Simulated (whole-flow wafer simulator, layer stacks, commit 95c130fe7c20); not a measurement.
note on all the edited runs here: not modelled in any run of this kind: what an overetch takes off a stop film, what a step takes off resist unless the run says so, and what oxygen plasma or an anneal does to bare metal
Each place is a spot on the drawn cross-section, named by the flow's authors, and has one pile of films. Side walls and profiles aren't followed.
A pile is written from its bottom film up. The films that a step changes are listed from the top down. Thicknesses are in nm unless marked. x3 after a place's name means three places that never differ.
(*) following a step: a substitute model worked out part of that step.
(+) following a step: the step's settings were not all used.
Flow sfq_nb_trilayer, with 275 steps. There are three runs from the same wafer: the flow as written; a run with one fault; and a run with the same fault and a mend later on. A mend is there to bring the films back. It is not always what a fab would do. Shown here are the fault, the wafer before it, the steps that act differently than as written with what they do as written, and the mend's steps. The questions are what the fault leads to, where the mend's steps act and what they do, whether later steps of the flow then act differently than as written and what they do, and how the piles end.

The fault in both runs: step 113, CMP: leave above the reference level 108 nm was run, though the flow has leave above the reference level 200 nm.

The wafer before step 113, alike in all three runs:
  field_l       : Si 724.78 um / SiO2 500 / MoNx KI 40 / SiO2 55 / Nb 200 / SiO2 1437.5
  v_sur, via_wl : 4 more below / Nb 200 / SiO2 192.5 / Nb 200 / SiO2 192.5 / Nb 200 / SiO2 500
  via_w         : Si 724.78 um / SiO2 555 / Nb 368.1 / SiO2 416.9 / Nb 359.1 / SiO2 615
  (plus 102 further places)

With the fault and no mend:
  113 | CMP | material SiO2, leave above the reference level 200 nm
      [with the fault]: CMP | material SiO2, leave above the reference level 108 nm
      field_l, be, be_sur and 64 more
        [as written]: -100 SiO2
        [with the fault]: -192 SiO2
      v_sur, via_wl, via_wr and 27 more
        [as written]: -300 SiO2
        [with the fault]: -392 SiO2
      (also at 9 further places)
  Steps later in the flow that act otherwise than as written (4 more steps, not shown, differ only slightly: by at most 2% or 0.5 nm, whichever is larger):
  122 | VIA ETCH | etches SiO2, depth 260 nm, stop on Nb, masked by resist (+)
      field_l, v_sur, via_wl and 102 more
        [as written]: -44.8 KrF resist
        [with the fault]: -27.9 KrF resist
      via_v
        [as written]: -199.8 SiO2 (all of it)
        [with the fault]: -107.8 SiO2 (all of it)
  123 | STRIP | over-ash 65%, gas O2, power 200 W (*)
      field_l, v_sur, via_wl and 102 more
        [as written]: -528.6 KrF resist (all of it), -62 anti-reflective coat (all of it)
        [with the fault]: -545.5 KrF resist (all of it), -62 anti-reflective coat (all of it)
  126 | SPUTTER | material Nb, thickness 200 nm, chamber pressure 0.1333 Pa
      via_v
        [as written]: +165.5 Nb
        [with the fault]: +186 Nb
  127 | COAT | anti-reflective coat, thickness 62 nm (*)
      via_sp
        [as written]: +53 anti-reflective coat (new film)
        [with the fault]: +51.5 anti-reflective coat (new film)
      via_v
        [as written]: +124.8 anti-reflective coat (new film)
        [with the fault]: +108.8 anti-reflective coat (new film)
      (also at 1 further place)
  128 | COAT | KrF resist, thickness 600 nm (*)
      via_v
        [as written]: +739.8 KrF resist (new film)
        [with the fault]: +657.8 KrF resist (new film)
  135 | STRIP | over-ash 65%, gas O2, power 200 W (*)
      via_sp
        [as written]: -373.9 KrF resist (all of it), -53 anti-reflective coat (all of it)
        [with the fault]: -382.6 KrF resist (all of it), -51.5 anti-reflective coat (all of it)
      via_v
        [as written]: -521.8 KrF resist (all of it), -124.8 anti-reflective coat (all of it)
        [with the fault]: -440 KrF resist (all of it), -108.8 anti-reflective coat (all of it)
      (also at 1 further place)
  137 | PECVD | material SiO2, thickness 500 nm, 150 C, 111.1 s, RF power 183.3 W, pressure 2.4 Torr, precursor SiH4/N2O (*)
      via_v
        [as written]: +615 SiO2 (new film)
        [with the fault]: +500 SiO2 (new film)
  At field_l, v_sur, via_wl and 103 more, the piles at the end differ from the flow's by more than 2% or 0.5 nm, whichever is larger.
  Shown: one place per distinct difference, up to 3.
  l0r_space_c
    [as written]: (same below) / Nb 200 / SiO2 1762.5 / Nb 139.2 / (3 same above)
    [with the fault]: (same below) / Nb 200 / SiO2 1670.5 / Nb 139.2 / (3 same above)
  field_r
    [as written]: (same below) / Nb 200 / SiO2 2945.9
    [with the fault]: (same below) / Nb 200 / SiO2 2853.9
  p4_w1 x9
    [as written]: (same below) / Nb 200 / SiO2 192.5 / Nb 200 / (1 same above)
    [with the fault]: (same below) / Nb 200 / SiO2 100.5 / Nb 200 / (1 same above)

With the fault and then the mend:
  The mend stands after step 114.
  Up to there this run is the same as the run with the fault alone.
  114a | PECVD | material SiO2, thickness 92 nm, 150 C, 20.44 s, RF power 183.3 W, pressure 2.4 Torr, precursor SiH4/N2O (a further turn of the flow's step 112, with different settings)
      field_l, v_sur, via_wl and 103 more
        +92 SiO2
  None of the later steps of the flow acts differently than as written at any place that is followed.
  The piles end the same as the flow's at every place that both follow.
